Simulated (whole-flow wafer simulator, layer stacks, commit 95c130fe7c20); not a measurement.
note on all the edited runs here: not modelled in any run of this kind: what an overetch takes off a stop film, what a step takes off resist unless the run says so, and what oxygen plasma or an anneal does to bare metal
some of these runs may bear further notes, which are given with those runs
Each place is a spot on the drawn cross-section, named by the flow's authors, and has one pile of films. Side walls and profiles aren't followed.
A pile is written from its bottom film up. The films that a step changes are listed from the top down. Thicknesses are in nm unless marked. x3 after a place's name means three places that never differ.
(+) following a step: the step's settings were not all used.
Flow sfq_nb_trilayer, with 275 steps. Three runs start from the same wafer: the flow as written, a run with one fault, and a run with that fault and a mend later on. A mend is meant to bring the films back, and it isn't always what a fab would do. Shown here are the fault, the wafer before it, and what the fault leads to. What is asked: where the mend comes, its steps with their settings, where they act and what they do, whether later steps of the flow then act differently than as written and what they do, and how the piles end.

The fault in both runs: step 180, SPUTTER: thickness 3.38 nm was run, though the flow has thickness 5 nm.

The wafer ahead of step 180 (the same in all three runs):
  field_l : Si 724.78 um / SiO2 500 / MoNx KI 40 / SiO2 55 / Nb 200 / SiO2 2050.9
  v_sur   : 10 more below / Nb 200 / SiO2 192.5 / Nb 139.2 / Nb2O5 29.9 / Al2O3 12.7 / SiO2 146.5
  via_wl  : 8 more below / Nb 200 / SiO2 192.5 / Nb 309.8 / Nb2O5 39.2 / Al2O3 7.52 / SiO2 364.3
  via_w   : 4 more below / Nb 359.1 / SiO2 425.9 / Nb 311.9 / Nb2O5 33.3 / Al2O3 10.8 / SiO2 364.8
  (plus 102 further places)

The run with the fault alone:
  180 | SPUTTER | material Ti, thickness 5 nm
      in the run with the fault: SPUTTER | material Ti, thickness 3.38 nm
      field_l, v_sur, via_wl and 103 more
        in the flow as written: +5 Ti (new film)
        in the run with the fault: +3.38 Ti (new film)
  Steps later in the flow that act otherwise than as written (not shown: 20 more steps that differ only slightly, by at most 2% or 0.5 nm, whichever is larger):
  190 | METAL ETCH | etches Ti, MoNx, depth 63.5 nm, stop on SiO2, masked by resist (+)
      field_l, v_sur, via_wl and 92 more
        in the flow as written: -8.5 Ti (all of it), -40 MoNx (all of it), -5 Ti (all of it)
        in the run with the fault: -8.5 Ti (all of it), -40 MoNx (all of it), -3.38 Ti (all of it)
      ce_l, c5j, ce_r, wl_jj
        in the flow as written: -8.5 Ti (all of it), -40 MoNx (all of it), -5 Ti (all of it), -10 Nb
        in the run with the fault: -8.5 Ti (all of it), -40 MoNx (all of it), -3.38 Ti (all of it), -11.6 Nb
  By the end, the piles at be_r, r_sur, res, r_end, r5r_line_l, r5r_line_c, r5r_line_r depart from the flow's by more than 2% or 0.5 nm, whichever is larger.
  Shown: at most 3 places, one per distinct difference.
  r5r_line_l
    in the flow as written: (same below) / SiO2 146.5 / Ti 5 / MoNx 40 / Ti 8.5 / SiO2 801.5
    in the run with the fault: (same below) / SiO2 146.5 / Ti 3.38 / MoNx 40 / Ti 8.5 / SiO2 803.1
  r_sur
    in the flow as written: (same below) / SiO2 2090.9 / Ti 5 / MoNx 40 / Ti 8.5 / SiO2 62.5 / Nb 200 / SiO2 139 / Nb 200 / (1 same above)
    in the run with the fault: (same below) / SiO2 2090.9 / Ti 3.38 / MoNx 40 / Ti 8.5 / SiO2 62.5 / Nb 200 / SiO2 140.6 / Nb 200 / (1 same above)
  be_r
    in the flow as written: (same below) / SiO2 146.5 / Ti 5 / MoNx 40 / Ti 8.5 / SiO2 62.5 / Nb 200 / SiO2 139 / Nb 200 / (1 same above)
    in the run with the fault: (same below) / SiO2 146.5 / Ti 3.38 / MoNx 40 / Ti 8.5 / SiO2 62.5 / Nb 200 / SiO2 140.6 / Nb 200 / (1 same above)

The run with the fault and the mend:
  The mend follows step 180.
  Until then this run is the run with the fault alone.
  180a | SPUTTER | material Ti, thickness 1.62 nm (the flow's step 180 again, with other settings)
      field_l, v_sur, via_wl and 103 more
        +1.62 Ti
  None of the later steps of the flow acts differently than as written at any place that is followed.
  At every place that both follow, the piles at the end match the flow's.
